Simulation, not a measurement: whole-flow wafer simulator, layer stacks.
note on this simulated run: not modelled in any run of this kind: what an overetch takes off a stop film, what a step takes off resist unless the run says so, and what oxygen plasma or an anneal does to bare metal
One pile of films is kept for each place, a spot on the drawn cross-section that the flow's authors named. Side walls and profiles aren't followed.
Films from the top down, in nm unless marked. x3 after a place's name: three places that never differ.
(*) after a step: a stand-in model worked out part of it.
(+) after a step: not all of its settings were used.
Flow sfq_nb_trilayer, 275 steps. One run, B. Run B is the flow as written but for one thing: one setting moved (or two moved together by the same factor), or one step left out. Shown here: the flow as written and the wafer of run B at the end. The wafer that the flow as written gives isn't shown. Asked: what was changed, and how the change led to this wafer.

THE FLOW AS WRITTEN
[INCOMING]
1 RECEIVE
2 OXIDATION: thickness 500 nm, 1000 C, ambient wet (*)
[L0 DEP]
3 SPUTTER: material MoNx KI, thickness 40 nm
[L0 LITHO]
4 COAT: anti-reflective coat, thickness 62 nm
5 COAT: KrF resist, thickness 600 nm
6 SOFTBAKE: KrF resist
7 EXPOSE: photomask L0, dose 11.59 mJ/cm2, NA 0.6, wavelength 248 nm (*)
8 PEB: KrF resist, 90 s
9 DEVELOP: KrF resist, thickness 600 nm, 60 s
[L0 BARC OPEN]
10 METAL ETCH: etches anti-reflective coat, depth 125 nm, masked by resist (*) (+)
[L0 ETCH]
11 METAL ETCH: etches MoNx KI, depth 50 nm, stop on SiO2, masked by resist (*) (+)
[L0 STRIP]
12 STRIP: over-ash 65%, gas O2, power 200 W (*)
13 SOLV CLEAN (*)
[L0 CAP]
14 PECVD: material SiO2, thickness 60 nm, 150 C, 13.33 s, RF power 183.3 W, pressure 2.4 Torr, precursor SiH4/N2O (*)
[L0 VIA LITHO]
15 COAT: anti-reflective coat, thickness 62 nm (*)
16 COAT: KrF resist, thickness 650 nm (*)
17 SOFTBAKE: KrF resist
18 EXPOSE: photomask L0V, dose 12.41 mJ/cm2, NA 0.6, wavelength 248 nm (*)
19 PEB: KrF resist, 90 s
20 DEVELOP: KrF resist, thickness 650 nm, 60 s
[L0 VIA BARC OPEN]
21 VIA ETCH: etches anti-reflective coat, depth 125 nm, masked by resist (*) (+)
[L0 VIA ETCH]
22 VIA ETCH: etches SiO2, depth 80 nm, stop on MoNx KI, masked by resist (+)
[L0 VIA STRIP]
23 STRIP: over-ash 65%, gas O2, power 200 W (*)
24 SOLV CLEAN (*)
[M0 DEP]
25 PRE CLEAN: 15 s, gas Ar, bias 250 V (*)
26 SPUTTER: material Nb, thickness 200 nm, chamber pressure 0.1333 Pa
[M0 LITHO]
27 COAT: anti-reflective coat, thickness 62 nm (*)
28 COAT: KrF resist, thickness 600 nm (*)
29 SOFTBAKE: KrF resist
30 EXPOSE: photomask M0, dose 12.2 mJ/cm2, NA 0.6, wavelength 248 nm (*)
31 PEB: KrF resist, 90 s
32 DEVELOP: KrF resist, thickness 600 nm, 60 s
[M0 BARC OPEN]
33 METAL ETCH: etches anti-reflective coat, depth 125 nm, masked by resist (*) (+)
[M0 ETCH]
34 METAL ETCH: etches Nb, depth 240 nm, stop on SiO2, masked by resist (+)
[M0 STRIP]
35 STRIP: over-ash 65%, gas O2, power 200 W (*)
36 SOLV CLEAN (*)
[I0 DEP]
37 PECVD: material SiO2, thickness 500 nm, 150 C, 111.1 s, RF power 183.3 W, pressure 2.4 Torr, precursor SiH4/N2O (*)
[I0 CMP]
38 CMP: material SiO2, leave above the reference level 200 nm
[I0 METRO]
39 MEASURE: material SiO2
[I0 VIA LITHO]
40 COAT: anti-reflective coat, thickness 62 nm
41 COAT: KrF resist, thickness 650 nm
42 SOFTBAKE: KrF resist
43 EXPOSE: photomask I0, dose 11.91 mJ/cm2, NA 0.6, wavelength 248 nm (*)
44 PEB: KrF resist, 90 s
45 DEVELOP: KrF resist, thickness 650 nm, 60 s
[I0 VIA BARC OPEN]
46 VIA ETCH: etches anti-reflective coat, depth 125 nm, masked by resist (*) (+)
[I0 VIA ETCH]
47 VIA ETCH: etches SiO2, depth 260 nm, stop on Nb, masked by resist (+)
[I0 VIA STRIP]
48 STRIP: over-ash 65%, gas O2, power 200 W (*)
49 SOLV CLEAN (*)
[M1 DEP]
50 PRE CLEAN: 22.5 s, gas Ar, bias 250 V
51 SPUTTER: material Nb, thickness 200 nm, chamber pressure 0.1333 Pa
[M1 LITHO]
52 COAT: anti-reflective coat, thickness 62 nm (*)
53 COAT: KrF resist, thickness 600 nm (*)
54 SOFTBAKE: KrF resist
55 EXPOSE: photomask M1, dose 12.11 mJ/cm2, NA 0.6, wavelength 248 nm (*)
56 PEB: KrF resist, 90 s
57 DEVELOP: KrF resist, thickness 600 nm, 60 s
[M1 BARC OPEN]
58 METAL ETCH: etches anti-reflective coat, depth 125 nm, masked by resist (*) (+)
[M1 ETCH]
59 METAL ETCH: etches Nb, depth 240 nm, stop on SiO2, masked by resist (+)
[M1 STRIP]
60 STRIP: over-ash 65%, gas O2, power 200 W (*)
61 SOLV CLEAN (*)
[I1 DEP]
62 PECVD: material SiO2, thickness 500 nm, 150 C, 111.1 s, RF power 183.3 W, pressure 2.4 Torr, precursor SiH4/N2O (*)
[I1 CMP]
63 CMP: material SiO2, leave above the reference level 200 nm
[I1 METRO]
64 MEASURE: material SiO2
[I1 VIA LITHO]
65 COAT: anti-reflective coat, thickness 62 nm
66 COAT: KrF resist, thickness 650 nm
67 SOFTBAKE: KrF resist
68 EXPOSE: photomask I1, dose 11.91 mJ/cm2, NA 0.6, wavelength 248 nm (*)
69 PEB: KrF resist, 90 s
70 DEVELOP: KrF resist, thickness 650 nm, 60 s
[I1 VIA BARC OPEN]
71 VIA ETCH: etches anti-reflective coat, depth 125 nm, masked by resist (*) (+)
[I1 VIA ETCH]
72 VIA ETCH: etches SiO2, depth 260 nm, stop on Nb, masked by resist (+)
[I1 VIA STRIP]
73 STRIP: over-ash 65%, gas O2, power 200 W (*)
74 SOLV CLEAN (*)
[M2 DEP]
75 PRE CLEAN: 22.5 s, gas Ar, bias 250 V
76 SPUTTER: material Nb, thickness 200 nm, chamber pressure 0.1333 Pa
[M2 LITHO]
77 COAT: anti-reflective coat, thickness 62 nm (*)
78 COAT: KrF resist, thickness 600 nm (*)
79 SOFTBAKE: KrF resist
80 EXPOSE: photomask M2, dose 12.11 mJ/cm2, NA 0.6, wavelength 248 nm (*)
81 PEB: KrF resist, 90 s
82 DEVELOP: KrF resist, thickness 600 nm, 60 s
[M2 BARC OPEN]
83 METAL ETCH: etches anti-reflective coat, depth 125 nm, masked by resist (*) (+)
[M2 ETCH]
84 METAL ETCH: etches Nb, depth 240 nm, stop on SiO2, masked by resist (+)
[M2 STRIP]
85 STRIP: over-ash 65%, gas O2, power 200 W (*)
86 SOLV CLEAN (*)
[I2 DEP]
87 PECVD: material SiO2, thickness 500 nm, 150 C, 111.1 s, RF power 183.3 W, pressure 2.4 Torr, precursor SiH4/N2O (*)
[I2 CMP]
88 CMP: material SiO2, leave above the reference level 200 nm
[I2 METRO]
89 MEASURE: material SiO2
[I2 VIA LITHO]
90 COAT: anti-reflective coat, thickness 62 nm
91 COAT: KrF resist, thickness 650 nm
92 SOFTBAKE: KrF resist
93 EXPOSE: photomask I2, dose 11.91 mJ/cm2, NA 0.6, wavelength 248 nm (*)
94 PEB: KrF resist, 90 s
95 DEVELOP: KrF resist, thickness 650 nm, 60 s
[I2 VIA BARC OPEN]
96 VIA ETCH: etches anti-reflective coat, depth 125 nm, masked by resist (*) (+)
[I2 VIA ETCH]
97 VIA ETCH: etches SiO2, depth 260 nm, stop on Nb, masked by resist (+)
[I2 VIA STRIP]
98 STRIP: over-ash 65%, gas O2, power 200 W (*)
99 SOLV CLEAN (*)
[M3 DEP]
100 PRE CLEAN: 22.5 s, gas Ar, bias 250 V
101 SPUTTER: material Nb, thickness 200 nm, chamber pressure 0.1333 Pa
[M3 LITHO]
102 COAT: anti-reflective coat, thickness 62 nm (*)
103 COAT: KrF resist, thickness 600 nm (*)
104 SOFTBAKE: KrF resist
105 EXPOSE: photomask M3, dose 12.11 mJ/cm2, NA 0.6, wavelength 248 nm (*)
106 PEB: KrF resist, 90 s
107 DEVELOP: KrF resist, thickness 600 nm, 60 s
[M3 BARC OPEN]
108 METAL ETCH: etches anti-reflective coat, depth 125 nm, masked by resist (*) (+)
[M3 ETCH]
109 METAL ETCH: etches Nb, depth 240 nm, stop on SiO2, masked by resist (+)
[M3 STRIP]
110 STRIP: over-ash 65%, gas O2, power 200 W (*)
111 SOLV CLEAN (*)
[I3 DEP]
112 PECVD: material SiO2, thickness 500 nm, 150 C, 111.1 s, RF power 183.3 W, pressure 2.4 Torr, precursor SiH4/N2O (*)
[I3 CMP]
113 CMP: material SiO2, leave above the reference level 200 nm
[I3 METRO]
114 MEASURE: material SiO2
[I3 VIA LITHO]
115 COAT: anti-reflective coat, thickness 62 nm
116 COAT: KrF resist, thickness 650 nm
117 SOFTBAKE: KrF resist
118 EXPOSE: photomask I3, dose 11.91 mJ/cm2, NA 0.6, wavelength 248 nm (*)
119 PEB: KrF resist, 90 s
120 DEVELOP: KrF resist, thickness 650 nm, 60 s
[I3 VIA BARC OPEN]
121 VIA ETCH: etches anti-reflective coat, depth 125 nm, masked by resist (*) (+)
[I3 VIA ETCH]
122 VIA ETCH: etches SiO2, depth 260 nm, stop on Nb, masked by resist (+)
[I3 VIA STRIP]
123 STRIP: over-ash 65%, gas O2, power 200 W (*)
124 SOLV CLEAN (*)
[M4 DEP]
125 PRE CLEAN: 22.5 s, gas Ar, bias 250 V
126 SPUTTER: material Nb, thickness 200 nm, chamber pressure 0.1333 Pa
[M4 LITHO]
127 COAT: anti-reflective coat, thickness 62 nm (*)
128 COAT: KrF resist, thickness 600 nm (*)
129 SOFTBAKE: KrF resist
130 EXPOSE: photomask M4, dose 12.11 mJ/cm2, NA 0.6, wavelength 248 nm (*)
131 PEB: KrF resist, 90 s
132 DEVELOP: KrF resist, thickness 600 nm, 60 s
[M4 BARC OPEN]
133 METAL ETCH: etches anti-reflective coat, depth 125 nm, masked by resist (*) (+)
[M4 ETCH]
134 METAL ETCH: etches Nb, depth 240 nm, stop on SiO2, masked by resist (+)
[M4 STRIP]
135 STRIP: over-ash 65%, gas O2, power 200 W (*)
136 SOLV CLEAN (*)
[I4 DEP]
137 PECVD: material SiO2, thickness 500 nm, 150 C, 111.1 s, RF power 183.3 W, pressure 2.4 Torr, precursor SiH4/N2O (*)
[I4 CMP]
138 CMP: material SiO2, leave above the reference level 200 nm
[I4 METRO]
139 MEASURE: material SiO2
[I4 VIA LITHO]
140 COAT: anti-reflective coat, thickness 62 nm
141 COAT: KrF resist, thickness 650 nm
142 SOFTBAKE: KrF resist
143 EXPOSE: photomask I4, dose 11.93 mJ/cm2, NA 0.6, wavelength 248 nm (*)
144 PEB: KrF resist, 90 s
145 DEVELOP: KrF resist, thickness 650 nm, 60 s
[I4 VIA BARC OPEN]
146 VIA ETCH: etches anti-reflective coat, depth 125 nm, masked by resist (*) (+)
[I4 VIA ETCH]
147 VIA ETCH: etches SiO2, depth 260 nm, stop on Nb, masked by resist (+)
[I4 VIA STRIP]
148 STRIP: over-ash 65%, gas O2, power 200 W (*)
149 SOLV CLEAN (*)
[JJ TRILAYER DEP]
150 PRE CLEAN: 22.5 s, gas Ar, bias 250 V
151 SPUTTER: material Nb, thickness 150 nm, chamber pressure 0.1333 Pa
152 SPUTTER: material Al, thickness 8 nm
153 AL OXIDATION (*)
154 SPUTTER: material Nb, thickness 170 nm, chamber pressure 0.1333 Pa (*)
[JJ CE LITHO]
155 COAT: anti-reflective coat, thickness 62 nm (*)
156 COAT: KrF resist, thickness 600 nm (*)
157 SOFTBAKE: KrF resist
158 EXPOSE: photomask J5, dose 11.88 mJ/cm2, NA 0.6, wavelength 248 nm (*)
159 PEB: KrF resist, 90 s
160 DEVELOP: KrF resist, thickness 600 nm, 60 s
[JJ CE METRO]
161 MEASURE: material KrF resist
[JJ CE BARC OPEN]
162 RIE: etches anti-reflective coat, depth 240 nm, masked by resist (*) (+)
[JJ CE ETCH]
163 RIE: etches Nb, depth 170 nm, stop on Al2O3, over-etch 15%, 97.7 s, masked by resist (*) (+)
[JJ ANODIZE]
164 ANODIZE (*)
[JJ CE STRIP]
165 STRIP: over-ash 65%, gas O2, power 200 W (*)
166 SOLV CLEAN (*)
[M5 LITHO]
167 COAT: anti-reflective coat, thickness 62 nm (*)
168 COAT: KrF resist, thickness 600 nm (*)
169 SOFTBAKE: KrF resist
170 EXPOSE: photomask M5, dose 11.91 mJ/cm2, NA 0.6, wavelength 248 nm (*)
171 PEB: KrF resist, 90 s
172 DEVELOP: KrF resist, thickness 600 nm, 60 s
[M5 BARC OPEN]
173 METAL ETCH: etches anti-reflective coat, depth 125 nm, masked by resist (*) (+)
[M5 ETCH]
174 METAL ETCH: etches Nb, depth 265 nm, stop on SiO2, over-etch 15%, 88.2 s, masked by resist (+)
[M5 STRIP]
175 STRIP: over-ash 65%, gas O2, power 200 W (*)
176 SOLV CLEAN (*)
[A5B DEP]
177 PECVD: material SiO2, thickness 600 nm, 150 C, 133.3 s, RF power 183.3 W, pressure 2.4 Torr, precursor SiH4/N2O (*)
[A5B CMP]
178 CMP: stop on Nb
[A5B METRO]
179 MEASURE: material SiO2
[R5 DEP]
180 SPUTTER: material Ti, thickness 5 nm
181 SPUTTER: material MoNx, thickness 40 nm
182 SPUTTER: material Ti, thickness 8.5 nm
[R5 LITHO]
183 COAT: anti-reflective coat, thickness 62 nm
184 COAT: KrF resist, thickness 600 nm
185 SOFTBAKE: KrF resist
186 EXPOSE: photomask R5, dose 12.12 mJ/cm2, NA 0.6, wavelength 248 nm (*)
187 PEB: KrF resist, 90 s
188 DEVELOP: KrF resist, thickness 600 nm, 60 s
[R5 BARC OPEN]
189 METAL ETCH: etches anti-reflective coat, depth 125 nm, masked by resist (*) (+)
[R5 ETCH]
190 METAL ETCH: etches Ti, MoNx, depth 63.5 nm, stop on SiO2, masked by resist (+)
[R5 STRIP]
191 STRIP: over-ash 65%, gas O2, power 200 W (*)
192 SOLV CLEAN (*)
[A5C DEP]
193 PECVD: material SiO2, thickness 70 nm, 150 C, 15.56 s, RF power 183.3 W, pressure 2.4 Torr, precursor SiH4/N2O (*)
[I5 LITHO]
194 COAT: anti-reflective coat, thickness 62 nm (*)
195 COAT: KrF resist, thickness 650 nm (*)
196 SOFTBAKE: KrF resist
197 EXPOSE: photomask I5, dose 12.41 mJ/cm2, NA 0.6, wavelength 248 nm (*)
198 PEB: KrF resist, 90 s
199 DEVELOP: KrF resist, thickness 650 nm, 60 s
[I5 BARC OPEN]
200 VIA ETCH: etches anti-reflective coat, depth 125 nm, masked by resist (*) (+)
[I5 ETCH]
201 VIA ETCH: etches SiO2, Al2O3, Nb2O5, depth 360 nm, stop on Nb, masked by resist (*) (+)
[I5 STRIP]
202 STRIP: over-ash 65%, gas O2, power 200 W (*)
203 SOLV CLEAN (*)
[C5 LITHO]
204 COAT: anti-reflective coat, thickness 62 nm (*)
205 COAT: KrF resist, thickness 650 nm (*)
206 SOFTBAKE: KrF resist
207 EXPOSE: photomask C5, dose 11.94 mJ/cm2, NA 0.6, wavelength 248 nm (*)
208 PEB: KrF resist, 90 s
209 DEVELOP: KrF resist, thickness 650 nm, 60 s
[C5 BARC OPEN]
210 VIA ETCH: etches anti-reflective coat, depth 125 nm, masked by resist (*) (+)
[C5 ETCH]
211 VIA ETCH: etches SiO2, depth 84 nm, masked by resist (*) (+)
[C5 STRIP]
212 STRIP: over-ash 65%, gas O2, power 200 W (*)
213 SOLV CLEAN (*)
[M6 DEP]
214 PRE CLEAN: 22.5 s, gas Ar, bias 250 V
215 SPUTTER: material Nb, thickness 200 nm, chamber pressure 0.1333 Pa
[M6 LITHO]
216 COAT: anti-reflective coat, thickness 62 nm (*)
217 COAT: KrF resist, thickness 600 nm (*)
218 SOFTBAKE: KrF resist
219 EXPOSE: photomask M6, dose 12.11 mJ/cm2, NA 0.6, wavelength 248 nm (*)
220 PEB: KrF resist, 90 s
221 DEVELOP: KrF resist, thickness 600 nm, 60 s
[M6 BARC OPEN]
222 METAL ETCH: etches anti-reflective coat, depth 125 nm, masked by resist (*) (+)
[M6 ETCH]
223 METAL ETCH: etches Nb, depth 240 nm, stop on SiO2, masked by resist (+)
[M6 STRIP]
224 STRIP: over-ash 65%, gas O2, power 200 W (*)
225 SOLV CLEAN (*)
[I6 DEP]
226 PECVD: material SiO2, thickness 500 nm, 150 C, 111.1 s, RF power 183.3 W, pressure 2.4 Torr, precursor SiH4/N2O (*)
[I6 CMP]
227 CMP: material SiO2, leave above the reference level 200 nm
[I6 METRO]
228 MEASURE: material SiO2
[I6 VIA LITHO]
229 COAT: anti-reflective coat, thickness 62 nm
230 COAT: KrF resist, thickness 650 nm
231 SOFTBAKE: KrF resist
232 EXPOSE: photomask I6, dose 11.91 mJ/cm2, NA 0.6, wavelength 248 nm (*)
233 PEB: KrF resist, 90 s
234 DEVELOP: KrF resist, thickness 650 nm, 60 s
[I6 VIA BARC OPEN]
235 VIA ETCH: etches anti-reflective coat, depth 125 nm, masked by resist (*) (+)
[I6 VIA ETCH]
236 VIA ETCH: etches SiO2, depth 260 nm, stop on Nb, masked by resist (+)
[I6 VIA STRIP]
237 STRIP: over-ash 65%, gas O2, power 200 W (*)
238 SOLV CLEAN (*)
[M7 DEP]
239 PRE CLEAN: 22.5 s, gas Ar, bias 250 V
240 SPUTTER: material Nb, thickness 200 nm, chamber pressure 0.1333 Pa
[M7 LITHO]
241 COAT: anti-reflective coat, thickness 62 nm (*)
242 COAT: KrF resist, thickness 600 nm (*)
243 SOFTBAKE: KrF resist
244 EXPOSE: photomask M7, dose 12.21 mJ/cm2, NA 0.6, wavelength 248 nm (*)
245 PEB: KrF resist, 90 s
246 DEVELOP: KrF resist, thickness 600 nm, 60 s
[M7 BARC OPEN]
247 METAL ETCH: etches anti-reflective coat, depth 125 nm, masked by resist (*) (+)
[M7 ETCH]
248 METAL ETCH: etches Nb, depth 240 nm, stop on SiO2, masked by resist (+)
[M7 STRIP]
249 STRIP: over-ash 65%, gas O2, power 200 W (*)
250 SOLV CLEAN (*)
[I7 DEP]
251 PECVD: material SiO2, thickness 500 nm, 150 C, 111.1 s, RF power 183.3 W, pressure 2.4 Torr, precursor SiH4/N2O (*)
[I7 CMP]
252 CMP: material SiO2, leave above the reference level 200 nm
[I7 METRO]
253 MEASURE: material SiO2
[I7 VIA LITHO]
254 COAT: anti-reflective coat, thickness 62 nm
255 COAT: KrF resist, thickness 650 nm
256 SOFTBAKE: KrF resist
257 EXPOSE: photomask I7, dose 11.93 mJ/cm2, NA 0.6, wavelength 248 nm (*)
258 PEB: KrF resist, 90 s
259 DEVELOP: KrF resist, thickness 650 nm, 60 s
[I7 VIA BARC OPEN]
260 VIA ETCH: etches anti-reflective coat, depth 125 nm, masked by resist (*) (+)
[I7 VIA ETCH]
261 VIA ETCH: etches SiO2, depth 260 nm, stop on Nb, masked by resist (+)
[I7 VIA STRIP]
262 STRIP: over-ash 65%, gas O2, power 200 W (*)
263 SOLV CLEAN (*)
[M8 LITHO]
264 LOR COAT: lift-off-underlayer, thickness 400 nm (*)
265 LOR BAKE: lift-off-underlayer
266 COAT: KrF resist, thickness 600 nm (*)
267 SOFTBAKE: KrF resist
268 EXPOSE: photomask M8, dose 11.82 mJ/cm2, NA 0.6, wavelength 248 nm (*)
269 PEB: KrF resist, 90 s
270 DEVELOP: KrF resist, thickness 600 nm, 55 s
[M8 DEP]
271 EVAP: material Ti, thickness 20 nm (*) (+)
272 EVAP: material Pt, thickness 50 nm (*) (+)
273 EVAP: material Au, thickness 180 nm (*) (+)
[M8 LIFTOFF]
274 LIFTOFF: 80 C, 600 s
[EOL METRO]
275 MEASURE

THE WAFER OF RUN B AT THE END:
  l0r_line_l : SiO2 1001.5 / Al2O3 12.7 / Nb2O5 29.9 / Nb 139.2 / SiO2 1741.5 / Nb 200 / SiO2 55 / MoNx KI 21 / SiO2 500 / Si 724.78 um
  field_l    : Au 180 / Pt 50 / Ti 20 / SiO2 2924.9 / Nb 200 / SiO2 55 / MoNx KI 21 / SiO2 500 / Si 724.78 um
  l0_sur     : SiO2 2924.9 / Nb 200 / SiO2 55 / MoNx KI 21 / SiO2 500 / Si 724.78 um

The cause: step 3, SPUTTER: thickness 21 nm was run, where the flow has thickness 40 nm.
It can be read off the wafer: l0r_line_l has MoNx KI 21, and step 3 as written asks for 40 nm.

How the change led to this, step by step:
  3 SPUTTER: material MoNx KI, thickness 40 nm
      field_l, v_sur, via_wl and 103 more: MoNx KI +21 (new film) (as written it would be: MoNx KI +40 (new film))
  11 METAL ETCH: etches MoNx KI, depth 50 nm, stop on SiO2, masked by resist (*) (+)
      v_sur, via_wl, via_w and 97 more: MoNx KI -21 (all of it) (as written it would be: MoNx KI -40 (all of it))
      field_l, l0_sur, l0v, l0r_line_l, l0r_line_c, l0r_line_r: KrF resist -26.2 (as written it would be: KrF resist -41.7)
  12 STRIP: over-ash 65%, gas O2, power 200 W (*)
      field_l, l0_sur, l0v, l0r_line_l, l0r_line_c, l0r_line_r: KrF resist -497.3 (all of it), anti-reflective coat -62 (all of it) (as written it would be: KrF resist -481.9 (all of it), anti-reflective coat -62 (all of it))
  15 COAT: anti-reflective coat, thickness 62 nm (*)
      field_l: anti-reflective coat +58.9 (new film) (as written it would be: anti-reflective coat +56.7 (new film))
      v_sur: anti-reflective coat +67.5 (new film) (as written it would be: anti-reflective coat +72.2 (new film))
      (and at 3 more places)
  23 STRIP: over-ash 65%, gas O2, power 200 W (*)
      field_l: KrF resist -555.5 (all of it), anti-reflective coat -58.9 (all of it) (as written it would be: KrF resist -551.4 (all of it), anti-reflective coat -56.7 (all of it))
      v_sur: KrF resist -565.1 (all of it), anti-reflective coat -67.5 (all of it) (as written it would be: KrF resist -570.5 (all of it), anti-reflective coat -72.2 (all of it))
      (and at 3 more places)
  27 COAT: anti-reflective coat, thickness 62 nm (*)
      l0r_line_l, l0r_line_c: anti-reflective coat +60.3 (new film) (as written it would be: anti-reflective coat +59 (new film))
      field_l: anti-reflective coat +59.1 (new film) (as written it would be: anti-reflective coat +56.9 (new film))
      (and at 5 more places)
  35 STRIP: over-ash 65%, gas O2, power 200 W (*)
      l0r_line_l, l0r_line_c: KrF resist -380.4 (all of it), anti-reflective coat -60.3 (all of it) (as written it would be: KrF resist -378.6 (all of it), anti-reflective coat -59 (all of it))
      field_l: KrF resist -377.4 (all of it), anti-reflective coat -59.1 (all of it) (as written it would be: KrF resist -372.9 (all of it), anti-reflective coat -56.9 (all of it))
      (and at 5 more places)
  38 CMP: material SiO2, leave above the reference level 200 nm
      field_l, l0_sur, l0r_line_l, l0r_line_c, l0r_line_r: SiO2 -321 (as written it would be: SiO2 -340)
      l0v: SiO2 -258.8 (as written it would be: SiO2 -277.8)
